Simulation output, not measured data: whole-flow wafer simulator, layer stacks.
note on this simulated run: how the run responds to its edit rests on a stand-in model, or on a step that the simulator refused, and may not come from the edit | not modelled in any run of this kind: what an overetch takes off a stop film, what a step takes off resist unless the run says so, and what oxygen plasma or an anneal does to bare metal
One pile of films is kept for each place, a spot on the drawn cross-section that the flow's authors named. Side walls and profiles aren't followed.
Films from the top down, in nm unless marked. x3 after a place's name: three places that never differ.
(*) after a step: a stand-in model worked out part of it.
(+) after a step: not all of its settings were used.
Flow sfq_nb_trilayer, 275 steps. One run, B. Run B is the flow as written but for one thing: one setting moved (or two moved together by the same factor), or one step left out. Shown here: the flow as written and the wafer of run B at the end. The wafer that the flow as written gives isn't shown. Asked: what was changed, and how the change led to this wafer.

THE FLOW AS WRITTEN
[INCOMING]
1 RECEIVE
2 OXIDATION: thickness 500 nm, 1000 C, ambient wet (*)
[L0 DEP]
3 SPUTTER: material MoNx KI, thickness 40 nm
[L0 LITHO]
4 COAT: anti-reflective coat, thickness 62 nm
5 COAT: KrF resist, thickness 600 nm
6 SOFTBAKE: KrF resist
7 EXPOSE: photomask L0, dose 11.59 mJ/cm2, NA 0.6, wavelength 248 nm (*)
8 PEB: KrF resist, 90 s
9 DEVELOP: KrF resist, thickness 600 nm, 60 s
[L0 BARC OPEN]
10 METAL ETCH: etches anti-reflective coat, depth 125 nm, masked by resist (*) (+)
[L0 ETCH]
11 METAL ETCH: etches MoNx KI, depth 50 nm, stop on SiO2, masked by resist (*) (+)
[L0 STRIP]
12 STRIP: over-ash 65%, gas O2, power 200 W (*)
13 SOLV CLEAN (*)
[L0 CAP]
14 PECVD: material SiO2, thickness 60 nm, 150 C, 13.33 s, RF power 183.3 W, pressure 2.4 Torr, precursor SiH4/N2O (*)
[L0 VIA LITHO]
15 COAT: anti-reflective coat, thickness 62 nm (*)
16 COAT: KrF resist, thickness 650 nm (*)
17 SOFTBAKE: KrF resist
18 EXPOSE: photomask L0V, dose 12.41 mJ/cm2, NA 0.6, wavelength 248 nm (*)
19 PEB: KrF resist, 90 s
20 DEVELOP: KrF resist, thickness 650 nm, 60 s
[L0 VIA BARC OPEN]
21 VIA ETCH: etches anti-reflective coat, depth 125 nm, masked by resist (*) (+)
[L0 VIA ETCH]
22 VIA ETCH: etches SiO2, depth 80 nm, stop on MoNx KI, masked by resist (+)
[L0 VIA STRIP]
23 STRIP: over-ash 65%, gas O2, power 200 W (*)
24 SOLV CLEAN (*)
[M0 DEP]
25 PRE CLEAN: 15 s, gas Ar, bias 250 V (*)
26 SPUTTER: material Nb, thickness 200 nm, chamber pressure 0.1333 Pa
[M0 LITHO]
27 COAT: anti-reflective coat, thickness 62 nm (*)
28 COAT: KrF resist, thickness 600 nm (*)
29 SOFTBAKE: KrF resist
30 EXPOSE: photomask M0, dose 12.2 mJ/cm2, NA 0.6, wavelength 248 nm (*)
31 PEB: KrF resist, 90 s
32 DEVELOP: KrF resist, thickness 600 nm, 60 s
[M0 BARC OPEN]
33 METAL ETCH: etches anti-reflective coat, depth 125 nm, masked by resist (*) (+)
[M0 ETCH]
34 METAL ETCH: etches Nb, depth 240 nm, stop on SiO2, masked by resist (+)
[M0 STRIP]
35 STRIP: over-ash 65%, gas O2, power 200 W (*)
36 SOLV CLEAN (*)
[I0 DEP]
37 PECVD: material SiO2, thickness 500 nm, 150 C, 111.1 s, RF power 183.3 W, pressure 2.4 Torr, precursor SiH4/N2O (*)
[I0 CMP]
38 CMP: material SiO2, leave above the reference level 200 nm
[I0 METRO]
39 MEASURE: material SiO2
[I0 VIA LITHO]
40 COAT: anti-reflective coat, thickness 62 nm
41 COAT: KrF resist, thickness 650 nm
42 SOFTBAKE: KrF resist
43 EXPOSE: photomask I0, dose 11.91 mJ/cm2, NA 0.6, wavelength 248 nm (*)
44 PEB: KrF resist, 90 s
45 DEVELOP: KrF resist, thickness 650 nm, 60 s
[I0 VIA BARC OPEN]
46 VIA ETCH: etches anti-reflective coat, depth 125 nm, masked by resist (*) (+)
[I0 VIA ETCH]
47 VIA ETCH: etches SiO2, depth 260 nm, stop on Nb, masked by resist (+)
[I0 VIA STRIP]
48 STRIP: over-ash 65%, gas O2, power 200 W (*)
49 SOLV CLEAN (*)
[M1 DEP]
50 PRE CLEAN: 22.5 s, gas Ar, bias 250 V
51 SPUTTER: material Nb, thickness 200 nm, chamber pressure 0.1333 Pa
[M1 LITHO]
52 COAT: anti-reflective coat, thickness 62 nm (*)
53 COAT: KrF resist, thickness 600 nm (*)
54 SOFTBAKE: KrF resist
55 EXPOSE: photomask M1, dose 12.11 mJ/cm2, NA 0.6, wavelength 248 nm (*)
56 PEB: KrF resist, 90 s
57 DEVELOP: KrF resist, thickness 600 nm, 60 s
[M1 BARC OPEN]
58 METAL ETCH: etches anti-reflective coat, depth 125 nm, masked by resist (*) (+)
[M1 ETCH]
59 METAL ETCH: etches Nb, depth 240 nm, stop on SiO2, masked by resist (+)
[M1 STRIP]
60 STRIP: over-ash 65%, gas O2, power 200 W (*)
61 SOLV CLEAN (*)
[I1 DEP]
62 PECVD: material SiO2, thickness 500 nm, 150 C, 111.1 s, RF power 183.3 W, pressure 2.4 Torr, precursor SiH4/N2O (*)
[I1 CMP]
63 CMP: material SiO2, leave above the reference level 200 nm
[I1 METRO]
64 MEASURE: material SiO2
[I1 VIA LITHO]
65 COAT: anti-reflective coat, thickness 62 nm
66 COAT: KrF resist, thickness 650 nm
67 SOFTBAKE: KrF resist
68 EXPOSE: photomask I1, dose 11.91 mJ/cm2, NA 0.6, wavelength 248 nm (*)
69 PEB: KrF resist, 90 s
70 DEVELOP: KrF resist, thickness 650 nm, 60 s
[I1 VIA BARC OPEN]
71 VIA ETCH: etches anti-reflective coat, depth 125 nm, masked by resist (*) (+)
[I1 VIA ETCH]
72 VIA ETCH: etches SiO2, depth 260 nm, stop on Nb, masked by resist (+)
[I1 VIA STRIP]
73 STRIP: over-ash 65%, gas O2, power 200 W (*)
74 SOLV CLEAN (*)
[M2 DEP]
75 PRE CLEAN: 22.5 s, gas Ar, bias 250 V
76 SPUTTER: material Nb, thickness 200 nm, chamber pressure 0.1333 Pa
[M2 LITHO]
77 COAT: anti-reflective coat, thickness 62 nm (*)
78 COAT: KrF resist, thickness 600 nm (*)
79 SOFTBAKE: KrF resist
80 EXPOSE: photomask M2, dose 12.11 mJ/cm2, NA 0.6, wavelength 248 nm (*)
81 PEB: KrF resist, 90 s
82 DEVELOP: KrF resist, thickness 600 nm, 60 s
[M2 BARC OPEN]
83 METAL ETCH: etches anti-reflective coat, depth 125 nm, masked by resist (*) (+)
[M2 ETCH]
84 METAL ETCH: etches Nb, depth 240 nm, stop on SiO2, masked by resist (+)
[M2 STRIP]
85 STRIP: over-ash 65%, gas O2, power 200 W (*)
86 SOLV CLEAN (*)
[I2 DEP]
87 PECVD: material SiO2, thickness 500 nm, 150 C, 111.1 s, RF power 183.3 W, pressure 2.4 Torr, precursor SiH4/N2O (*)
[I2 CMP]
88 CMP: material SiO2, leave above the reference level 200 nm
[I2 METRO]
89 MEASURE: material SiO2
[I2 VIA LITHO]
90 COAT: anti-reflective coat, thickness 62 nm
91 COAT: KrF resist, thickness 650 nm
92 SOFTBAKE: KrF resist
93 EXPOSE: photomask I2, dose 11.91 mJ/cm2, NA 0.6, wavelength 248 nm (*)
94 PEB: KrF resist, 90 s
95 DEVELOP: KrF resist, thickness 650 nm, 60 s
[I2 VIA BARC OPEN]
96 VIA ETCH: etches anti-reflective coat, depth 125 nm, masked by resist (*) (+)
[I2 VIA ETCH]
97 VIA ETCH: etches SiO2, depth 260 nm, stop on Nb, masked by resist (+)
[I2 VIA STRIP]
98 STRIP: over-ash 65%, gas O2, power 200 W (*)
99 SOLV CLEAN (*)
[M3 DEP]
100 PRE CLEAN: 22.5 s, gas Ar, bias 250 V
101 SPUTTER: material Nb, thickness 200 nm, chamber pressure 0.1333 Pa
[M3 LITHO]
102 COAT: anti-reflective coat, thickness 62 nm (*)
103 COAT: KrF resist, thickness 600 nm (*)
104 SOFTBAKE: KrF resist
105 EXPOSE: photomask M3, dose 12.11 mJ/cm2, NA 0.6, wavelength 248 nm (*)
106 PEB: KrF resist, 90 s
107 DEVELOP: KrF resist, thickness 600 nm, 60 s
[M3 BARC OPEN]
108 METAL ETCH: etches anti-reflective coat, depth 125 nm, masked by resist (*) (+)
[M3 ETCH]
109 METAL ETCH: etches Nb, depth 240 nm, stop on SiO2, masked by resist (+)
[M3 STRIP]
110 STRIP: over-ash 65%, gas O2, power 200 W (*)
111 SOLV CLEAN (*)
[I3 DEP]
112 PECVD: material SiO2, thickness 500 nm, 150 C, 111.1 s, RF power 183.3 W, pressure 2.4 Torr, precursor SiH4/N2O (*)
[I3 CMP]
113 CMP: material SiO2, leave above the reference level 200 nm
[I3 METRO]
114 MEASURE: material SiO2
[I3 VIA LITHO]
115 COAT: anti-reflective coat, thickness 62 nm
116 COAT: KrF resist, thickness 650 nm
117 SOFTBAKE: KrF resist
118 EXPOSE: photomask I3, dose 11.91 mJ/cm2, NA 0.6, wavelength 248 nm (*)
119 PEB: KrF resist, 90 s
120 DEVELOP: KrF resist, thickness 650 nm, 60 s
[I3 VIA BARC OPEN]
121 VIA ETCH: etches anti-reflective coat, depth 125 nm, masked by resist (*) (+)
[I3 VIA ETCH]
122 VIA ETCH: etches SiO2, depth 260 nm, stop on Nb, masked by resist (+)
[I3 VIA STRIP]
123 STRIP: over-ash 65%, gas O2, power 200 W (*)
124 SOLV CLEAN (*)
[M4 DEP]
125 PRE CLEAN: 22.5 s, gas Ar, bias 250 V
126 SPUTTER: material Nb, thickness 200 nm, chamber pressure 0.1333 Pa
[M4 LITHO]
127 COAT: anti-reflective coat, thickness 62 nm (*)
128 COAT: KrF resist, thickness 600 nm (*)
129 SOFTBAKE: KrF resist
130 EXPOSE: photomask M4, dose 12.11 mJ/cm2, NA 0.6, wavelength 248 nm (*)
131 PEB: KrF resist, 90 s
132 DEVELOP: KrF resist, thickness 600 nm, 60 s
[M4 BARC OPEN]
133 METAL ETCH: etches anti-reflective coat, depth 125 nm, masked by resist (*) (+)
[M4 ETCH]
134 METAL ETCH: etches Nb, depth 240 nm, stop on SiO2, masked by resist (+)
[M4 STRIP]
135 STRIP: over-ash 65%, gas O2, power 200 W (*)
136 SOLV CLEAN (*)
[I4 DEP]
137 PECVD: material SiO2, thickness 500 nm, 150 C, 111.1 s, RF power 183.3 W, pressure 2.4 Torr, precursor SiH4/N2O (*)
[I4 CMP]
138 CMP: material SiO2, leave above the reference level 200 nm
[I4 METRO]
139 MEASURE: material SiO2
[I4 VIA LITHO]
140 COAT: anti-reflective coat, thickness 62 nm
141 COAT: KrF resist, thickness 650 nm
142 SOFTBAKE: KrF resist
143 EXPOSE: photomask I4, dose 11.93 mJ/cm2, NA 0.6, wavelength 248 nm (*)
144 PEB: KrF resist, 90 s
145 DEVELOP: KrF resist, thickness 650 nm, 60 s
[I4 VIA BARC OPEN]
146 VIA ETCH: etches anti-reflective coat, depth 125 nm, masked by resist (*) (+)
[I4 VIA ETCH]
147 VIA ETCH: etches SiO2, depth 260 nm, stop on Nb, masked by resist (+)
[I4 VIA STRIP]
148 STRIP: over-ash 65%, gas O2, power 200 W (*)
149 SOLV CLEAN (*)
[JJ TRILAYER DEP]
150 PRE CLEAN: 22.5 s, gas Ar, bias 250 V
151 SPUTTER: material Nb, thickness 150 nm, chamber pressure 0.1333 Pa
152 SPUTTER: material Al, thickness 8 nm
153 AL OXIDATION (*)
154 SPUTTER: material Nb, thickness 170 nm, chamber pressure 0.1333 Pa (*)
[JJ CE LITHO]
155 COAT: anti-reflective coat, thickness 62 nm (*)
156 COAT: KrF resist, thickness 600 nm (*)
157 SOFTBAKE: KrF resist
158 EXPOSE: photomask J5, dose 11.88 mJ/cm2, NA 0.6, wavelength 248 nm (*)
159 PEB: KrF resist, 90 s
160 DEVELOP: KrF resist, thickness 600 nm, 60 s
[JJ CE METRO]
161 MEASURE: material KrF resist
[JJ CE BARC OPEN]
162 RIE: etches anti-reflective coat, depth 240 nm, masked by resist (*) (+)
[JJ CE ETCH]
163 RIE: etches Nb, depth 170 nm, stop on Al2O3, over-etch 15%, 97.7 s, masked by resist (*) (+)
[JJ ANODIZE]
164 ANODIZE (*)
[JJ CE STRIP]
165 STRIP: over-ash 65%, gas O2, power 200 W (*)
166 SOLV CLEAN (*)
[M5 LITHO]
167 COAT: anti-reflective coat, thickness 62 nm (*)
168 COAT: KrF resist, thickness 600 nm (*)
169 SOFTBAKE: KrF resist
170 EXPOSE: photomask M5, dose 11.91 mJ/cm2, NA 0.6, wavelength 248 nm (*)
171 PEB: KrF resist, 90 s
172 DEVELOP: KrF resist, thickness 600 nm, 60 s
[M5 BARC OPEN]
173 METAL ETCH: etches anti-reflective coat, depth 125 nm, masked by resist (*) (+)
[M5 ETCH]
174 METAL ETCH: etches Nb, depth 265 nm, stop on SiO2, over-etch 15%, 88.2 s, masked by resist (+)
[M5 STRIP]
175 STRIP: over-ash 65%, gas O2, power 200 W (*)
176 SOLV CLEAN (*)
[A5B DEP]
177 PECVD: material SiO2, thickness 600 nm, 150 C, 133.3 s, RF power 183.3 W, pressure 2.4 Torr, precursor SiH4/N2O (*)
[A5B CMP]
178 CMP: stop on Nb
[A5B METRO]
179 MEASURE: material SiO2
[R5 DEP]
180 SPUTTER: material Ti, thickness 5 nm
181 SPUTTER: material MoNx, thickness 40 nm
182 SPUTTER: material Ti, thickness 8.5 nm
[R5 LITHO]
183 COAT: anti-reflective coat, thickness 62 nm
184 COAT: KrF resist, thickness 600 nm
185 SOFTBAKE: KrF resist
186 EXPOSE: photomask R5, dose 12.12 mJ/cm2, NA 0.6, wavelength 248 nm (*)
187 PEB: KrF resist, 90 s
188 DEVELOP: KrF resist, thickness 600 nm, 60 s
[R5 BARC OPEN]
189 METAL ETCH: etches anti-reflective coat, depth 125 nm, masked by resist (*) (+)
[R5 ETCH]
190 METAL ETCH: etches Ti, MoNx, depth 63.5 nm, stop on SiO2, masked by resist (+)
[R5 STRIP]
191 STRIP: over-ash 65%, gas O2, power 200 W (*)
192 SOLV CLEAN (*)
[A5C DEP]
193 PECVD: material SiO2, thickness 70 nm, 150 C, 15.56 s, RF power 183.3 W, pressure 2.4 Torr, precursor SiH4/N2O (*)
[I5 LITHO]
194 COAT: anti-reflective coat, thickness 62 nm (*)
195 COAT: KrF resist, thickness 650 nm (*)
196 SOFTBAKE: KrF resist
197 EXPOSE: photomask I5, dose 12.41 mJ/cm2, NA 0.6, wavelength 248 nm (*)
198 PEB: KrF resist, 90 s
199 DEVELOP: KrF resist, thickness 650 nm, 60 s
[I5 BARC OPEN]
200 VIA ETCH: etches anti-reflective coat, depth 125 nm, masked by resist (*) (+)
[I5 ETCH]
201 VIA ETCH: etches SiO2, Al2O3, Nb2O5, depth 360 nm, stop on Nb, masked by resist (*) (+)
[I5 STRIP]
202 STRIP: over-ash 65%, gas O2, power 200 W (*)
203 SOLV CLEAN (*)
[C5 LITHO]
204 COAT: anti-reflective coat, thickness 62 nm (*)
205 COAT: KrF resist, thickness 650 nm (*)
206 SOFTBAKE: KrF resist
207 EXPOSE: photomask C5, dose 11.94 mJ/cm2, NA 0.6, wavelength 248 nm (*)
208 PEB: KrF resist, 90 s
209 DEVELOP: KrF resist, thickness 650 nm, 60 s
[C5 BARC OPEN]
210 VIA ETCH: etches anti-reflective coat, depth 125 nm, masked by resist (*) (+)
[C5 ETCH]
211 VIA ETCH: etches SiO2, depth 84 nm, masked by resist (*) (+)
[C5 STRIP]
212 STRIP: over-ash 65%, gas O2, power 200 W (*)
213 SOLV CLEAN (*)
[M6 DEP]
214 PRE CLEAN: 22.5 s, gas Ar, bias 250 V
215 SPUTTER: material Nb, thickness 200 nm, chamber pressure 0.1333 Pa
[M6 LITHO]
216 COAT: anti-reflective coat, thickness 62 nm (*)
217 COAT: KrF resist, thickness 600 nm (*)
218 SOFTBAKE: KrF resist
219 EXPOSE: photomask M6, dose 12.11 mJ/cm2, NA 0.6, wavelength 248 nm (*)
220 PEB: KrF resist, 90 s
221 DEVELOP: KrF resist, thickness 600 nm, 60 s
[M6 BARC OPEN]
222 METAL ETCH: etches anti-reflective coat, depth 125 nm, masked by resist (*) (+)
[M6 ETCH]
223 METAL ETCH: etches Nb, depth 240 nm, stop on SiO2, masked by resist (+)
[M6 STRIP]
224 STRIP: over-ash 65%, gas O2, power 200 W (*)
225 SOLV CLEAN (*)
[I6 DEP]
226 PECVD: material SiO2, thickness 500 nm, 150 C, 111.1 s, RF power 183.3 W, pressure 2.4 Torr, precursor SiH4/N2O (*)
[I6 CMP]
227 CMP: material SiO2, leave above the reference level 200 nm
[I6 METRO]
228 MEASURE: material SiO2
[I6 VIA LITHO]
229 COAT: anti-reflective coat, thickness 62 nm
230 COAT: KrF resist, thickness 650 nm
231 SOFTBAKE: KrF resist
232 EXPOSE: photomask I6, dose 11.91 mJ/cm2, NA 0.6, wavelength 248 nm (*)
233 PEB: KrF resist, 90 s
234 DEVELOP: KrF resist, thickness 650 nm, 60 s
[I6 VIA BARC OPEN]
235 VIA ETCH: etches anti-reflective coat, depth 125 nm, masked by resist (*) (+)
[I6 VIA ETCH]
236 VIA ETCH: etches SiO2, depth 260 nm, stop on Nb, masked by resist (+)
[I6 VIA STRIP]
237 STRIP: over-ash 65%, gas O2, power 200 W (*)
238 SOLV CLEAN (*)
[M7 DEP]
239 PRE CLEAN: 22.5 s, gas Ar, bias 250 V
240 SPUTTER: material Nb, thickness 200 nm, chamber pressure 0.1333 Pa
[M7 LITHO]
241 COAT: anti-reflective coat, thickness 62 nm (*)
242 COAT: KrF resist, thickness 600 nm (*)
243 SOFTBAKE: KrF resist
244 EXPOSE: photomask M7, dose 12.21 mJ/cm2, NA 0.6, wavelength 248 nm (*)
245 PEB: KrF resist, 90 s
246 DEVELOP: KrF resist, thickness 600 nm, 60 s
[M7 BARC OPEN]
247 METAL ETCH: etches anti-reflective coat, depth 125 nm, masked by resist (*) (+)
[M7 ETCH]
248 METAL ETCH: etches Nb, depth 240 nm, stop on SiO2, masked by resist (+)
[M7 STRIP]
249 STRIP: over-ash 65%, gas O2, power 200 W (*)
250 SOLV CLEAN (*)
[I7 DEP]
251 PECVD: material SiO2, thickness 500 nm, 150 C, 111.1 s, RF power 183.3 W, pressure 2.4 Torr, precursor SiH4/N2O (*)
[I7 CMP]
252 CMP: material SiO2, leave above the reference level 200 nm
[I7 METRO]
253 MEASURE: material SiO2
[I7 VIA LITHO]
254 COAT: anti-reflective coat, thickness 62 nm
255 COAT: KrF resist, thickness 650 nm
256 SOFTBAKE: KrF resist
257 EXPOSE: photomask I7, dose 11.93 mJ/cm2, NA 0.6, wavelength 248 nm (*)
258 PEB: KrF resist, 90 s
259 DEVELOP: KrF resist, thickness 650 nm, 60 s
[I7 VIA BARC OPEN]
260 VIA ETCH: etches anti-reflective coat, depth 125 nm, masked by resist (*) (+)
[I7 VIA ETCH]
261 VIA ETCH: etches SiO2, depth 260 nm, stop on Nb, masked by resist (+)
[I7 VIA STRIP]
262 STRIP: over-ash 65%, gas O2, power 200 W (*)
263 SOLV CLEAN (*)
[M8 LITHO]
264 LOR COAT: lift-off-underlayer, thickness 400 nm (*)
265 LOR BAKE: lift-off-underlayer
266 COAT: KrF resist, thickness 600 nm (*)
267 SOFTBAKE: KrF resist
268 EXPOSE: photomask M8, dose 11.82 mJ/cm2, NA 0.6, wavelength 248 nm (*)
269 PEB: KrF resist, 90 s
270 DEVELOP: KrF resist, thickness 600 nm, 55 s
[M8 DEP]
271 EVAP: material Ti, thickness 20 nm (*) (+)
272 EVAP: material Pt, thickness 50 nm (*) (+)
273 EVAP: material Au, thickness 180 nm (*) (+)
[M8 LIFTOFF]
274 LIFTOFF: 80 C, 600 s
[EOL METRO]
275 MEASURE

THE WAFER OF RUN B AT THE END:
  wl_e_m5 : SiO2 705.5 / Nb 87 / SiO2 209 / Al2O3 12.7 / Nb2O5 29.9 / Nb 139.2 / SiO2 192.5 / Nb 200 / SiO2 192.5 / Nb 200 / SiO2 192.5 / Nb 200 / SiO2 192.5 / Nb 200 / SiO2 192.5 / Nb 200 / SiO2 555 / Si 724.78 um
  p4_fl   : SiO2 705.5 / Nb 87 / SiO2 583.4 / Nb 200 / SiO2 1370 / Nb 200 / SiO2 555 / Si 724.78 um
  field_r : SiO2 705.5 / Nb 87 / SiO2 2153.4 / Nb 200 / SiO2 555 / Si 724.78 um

The cause: step 223, METAL ETCH: depth 113 nm was run, where the flow has depth 240 nm.

How the change led to this, step by step:
  223 METAL ETCH: etches Nb, depth 240 nm, stop on SiO2, masked by resist (+)
      field_l, gap, moat and 76 more: Nb -113 (as written it would be: Nb -200 (all of it))
      v_sur, via_wl, via_w and 24 more: KrF resist -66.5 (as written it would be: KrF resist -141.2)
  224 STRIP: over-ash 65%, gas O2, power 200 W (*)
      wl_j_sl, wl_j_sr: KrF resist -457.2 (all of it), anti-reflective coat -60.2 (all of it) (as written it would be: KrF resist -382.5 (all of it), anti-reflective coat -60.2 (all of it))
      wl_c_m6, wl_f_m6: KrF resist -457 (all of it), anti-reflective coat -62 (all of it) (as written it would be: KrF resist -382.3 (all of it), anti-reflective coat -62 (all of it))
      (and at 23 more places)
  226 PECVD: material SiO2, thickness 500 nm, 150 C, 111.1 s, RF power 183.3 W, pressure 2.4 Torr, precursor SiH4/N2O (*)
      field_l, p4_fl, p4_fm and 62 more: SiO2 +500 (new film) (as written it would be: SiO2 +500)
      moat, field_r, lsp_l, ln_m5, lsp_m: SiO2 +500 (new film) (as written it would be: SiO2 +493.6)
      (and at 9 more places)
  227 CMP: material SiO2, leave above the reference level 200 nm
      field_l, p4_fl, p4_fm and 59 more: SiO2 -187 (as written it would be: SiO2 -100)
      moat, field_r, lsp_l, ln_m5, lsp_m: SiO2 -187 (as written it would be: SiO2 -93.6)
      (and at 12 more places)
Counting metal films that touch as one body, wl_e_m5 has 7 bodies (between them, from the top down: SiO2 209 / Al2O3 12.7 / Nb2O5 29.9; SiO2 192.5; SiO2 192.5; SiO2 192.5; SiO2 192.5; SiO2 192.5); the flow as written gives 6 bodies (between them, from the top down: SiO2 192.5; SiO2 192.5; SiO2 192.5; SiO2 192.5; SiO2 192.5).
Counting metal films that touch as one body, p4_fl has 3 bodies (between them, from the top down: SiO2 583.4; SiO2 1370); the flow as written gives 2 bodies (between them, from the top down: SiO2 1370).
Counting metal films that touch as one body, field_r has 2 bodies (between them, from the top down: SiO2 2153.4); the flow as written gives 1 body.
